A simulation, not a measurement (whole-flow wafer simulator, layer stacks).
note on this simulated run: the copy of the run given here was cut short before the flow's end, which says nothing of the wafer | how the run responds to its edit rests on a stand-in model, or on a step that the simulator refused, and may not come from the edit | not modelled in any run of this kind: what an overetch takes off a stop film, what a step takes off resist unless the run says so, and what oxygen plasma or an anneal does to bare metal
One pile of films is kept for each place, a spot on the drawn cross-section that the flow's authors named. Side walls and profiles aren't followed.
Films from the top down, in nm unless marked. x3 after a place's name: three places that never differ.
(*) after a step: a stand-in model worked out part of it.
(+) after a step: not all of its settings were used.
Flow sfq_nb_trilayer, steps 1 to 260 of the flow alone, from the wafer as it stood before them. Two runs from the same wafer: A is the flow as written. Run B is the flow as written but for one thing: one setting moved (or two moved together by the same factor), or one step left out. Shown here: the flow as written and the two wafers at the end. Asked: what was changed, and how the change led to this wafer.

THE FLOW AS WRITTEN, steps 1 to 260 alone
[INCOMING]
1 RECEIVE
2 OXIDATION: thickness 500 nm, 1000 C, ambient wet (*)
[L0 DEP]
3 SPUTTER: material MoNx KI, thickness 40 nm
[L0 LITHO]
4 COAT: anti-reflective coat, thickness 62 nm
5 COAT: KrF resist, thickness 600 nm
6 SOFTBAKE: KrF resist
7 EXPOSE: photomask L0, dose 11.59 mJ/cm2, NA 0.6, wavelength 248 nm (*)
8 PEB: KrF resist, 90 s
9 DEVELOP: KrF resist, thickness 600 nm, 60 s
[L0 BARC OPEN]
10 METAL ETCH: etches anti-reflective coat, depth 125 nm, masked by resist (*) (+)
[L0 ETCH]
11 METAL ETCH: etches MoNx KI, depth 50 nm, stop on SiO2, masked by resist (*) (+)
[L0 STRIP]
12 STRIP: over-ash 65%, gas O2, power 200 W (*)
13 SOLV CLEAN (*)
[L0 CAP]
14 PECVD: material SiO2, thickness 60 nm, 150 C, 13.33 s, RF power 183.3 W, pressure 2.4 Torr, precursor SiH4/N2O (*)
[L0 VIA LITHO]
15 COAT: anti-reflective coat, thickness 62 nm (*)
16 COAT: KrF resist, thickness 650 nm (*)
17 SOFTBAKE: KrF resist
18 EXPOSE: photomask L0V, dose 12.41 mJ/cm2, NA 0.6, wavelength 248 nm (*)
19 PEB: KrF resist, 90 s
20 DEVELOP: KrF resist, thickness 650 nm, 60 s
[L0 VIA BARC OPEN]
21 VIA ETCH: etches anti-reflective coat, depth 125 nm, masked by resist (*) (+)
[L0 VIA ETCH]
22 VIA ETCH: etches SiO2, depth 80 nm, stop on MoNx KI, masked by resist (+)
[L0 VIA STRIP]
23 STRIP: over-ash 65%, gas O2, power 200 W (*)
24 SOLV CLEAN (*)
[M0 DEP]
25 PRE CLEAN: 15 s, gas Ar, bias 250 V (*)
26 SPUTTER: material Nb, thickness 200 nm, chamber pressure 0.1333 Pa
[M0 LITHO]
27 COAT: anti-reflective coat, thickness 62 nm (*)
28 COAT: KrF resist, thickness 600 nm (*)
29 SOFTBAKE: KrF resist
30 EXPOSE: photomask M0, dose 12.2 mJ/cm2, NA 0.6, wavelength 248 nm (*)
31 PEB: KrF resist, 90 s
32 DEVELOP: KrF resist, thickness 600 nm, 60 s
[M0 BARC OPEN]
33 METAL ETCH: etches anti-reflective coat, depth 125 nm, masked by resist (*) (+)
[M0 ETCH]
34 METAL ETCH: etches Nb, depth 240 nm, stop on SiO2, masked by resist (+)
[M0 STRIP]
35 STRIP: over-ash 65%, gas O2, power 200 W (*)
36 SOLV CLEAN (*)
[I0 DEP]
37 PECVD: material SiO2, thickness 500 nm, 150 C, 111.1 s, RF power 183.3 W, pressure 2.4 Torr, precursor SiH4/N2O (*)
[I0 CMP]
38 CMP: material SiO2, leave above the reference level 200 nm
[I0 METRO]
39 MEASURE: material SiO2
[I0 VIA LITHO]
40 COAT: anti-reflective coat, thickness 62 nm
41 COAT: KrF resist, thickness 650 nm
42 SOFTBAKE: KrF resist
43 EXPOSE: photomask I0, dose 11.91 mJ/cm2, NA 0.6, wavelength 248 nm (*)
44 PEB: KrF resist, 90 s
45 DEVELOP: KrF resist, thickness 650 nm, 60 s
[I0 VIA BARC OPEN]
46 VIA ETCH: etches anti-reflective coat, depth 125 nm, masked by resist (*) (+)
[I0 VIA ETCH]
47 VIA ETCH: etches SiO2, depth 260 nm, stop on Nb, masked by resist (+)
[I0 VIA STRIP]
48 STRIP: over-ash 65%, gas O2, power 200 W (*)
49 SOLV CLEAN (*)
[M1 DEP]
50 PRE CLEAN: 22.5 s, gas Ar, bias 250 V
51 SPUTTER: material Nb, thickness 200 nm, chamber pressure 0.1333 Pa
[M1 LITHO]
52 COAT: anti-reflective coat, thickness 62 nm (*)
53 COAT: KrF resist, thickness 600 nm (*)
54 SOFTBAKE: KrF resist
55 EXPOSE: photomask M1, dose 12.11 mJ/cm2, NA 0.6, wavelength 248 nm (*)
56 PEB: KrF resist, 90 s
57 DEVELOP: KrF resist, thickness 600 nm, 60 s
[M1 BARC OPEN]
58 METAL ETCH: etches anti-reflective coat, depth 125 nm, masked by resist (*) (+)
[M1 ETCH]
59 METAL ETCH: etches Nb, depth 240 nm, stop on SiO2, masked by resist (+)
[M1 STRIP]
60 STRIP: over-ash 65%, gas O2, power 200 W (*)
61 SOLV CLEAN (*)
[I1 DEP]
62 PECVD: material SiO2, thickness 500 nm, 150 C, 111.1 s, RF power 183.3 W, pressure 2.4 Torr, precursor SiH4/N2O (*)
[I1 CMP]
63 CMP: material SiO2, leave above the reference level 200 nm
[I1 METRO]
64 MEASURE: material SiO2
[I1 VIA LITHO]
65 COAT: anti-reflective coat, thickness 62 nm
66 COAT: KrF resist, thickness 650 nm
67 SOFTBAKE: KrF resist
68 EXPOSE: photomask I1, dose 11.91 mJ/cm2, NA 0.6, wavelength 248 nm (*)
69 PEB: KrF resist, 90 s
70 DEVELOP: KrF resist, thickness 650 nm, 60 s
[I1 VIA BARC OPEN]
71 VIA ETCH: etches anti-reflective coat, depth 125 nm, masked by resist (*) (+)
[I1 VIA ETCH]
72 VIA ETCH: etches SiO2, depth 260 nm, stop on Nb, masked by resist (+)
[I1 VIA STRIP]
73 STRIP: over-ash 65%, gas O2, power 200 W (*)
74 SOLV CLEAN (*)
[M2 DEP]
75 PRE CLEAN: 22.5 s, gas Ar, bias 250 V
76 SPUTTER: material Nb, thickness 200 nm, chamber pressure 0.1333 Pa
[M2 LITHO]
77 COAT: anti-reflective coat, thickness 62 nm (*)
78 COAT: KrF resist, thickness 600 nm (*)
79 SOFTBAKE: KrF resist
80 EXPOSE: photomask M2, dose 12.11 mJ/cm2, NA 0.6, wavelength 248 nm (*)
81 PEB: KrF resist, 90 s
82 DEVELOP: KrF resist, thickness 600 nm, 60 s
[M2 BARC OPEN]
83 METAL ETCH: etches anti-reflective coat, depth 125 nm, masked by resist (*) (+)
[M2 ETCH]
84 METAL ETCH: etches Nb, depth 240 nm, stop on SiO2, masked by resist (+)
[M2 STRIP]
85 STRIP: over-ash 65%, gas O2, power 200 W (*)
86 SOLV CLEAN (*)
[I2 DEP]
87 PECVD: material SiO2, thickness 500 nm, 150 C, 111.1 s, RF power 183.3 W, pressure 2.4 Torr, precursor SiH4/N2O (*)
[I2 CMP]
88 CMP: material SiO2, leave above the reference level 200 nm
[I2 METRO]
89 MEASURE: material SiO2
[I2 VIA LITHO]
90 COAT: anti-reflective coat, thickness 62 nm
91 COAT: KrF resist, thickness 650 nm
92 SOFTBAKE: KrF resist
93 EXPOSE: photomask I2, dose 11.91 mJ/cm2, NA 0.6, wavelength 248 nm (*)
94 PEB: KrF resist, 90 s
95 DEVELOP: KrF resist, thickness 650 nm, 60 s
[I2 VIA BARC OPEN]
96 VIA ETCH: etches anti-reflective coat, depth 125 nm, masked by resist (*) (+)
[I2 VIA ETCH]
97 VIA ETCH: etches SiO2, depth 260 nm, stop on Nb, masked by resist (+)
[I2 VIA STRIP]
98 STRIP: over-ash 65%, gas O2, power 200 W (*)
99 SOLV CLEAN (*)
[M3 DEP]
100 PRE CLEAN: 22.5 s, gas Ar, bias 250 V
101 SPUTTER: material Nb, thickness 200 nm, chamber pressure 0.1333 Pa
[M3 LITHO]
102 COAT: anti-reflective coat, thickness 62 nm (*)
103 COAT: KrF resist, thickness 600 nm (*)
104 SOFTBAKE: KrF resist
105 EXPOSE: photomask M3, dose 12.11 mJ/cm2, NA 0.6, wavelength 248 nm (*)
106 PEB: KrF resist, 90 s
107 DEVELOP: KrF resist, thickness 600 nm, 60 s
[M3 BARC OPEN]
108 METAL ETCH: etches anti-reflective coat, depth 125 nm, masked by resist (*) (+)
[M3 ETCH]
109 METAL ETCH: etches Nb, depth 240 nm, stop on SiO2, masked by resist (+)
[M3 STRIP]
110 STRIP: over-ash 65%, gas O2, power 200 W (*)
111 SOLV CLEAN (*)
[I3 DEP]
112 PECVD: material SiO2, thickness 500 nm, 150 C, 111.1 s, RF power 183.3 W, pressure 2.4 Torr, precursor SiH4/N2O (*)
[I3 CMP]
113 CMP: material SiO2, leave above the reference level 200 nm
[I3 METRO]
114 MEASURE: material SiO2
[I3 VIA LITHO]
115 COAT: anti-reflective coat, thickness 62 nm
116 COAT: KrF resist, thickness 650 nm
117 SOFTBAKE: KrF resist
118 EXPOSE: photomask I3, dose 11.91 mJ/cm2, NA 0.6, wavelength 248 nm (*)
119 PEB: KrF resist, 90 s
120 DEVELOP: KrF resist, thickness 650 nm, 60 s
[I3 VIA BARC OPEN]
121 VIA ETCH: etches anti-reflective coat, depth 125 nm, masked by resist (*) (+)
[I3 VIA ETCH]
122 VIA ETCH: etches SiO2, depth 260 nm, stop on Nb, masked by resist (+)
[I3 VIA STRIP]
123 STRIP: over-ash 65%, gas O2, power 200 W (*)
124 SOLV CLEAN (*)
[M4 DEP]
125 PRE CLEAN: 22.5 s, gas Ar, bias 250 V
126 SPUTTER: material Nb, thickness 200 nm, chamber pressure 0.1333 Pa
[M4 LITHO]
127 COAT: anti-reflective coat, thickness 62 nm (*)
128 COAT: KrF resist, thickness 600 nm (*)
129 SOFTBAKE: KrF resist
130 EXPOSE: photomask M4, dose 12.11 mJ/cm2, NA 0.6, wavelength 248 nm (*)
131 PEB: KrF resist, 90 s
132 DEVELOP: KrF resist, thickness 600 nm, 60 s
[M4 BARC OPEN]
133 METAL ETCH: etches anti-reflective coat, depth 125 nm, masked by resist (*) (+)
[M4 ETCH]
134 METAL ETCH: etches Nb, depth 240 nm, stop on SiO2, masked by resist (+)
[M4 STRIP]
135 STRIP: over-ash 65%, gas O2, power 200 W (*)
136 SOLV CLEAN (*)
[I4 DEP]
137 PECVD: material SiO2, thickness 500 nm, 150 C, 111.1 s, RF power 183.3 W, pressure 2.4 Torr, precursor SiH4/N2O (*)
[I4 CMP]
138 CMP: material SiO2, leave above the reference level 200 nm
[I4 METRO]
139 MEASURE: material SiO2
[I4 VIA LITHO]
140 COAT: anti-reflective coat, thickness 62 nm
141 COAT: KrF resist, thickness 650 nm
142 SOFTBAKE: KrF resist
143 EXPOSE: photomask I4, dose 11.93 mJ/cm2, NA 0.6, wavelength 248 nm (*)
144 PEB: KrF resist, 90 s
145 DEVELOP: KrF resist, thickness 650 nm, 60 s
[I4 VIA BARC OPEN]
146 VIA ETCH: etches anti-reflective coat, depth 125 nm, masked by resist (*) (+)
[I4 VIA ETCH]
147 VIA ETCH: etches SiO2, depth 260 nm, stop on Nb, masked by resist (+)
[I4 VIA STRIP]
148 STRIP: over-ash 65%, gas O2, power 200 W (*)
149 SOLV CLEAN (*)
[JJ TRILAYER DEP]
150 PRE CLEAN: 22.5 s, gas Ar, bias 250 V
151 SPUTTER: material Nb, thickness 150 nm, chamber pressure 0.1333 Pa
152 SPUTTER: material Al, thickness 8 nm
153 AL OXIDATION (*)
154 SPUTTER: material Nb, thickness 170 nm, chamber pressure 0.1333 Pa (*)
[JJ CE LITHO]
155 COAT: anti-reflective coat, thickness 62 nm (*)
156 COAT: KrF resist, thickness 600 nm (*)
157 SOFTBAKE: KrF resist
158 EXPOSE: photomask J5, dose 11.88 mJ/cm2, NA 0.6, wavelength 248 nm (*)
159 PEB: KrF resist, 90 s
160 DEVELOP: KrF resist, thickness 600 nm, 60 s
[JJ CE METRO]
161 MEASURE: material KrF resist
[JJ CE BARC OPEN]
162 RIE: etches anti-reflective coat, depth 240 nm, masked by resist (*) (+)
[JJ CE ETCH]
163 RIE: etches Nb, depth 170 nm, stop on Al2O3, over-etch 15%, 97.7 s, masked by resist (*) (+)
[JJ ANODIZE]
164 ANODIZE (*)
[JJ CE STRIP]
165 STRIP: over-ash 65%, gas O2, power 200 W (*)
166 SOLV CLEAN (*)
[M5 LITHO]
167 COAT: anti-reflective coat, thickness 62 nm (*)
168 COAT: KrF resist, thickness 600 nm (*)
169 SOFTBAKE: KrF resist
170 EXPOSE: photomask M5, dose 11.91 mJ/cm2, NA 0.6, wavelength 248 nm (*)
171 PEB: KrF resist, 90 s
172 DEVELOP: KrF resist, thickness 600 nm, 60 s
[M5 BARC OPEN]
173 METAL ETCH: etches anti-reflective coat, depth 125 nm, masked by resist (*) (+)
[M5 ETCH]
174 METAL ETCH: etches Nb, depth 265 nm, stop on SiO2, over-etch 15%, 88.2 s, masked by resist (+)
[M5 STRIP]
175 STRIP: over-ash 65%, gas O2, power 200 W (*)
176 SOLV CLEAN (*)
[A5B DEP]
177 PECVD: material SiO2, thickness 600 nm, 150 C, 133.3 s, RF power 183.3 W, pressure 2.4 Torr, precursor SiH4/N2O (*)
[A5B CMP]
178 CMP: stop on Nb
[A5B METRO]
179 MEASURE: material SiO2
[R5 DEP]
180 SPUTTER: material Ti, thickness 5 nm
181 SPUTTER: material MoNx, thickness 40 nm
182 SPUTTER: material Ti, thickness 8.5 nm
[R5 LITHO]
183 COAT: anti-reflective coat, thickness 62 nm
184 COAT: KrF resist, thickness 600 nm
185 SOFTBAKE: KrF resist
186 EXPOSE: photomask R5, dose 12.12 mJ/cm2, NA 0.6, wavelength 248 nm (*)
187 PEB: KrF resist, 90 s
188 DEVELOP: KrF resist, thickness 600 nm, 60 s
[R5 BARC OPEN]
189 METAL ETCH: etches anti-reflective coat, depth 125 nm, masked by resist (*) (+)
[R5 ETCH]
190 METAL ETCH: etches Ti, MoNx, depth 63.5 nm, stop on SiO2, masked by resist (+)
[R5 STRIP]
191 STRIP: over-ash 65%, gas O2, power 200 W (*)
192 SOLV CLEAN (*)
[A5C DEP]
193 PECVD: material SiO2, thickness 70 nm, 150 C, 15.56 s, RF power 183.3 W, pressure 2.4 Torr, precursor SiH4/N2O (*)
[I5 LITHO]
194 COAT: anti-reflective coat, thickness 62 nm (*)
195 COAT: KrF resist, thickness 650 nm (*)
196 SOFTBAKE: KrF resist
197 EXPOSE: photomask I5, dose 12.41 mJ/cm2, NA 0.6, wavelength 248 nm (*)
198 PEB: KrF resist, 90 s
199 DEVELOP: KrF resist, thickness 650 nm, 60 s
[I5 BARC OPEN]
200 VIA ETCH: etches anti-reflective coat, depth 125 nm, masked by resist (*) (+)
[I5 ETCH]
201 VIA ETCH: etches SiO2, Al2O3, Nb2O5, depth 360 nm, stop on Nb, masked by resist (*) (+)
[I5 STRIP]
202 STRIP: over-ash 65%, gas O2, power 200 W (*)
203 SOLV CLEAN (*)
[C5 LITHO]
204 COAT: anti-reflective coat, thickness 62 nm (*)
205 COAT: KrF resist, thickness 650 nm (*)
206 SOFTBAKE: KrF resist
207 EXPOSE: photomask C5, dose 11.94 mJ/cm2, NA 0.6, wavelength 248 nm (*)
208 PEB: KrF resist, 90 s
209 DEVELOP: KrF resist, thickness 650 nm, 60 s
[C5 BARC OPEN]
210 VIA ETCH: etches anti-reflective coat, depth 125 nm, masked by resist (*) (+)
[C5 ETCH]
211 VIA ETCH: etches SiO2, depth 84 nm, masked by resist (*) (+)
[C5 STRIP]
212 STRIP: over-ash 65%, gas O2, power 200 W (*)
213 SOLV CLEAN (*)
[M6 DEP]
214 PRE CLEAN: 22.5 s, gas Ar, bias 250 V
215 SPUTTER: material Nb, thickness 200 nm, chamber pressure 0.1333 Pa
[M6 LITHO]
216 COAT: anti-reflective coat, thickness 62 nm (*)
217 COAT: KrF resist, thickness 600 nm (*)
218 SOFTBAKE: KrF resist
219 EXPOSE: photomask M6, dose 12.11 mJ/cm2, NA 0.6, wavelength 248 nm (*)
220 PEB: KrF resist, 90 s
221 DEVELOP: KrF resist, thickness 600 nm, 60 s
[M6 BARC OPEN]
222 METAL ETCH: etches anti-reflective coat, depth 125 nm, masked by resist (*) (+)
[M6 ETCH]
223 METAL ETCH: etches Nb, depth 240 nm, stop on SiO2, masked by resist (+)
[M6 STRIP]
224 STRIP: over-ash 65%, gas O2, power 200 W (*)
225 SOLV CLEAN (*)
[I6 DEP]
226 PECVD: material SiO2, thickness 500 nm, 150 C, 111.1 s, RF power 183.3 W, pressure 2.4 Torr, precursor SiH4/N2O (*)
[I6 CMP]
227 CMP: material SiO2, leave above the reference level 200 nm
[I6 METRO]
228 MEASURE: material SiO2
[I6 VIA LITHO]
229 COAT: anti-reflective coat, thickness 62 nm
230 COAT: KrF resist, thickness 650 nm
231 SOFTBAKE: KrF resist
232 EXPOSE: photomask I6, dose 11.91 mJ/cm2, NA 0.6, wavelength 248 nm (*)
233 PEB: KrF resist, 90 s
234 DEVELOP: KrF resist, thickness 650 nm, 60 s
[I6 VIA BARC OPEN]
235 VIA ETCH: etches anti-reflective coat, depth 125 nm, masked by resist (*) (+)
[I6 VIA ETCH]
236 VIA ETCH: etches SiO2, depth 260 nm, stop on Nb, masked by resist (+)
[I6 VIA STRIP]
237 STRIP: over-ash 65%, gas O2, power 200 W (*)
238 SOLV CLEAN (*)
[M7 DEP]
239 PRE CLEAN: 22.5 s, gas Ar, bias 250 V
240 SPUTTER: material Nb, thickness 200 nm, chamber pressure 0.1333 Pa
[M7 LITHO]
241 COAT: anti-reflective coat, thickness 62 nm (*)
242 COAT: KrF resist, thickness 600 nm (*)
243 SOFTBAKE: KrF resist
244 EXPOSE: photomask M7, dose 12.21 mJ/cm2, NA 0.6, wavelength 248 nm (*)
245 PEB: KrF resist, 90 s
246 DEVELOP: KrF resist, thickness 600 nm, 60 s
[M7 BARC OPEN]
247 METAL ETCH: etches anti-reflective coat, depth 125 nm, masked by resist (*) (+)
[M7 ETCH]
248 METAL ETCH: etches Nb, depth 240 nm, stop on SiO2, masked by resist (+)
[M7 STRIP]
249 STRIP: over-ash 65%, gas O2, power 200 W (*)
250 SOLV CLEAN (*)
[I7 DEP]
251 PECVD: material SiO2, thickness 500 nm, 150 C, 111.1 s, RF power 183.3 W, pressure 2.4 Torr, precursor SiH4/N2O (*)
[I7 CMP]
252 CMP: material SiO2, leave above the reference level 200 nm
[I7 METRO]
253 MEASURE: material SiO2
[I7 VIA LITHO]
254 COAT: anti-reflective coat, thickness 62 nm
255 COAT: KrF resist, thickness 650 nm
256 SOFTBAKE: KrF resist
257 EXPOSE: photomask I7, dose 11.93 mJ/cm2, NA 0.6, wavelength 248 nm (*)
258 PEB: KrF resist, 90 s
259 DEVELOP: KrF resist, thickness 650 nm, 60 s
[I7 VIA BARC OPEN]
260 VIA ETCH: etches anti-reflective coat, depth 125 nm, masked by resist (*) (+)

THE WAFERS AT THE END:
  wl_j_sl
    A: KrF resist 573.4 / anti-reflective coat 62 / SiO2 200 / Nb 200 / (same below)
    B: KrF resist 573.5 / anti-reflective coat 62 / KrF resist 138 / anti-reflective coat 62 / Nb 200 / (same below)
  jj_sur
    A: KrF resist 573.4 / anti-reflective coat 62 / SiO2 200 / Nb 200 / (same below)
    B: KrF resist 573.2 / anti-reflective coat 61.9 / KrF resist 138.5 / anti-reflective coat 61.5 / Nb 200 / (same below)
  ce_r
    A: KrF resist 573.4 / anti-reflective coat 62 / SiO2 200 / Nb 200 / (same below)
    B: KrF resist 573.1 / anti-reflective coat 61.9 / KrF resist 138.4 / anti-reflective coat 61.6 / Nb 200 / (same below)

The cause: step 249, STRIP: over-ash 65%, gas O2, power 200 W (*), was left out.

How the change led to this, step by step:
  251 PECVD: material SiO2, thickness 500 nm, 150 C, 111.1 s, RF power 183.3 W, pressure 2.4 Torr, precursor SiH4/N2O (*)
      field_r, lsp_l: A SiO2 +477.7 | B SiO2 +367.3
      l0_sur, l0v: A SiO2 +487.8 | B SiO2 +443.6
      (and at 3 more places)
  252 CMP: material SiO2, leave above the reference level 200 nm
      wl_j_sl, wl_jj, wl_j_sr and 14 more: A SiO2 -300 | B SiO2 -500 (all of it), KrF resist -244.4
      ln_m5, lsp_m, ln_m6, lsp_r: A SiO2 -300 | B SiO2 -500 (all of it), KrF resist -243.7
      (and at 26 more places)
  254 COAT: anti-reflective coat, thickness 62 nm
      moat: A anti-reflective coat +62 (new film) | B anti-reflective coat +59.4 (new film)
      field_r: A anti-reflective coat +62 (new film) | B anti-reflective coat +74.3 (new film)
      (and at 2 more places)
  255 COAT: KrF resist, thickness 650 nm
      lsp_l: A KrF resist +650 (new film) | B KrF resist +666.1 (new film)
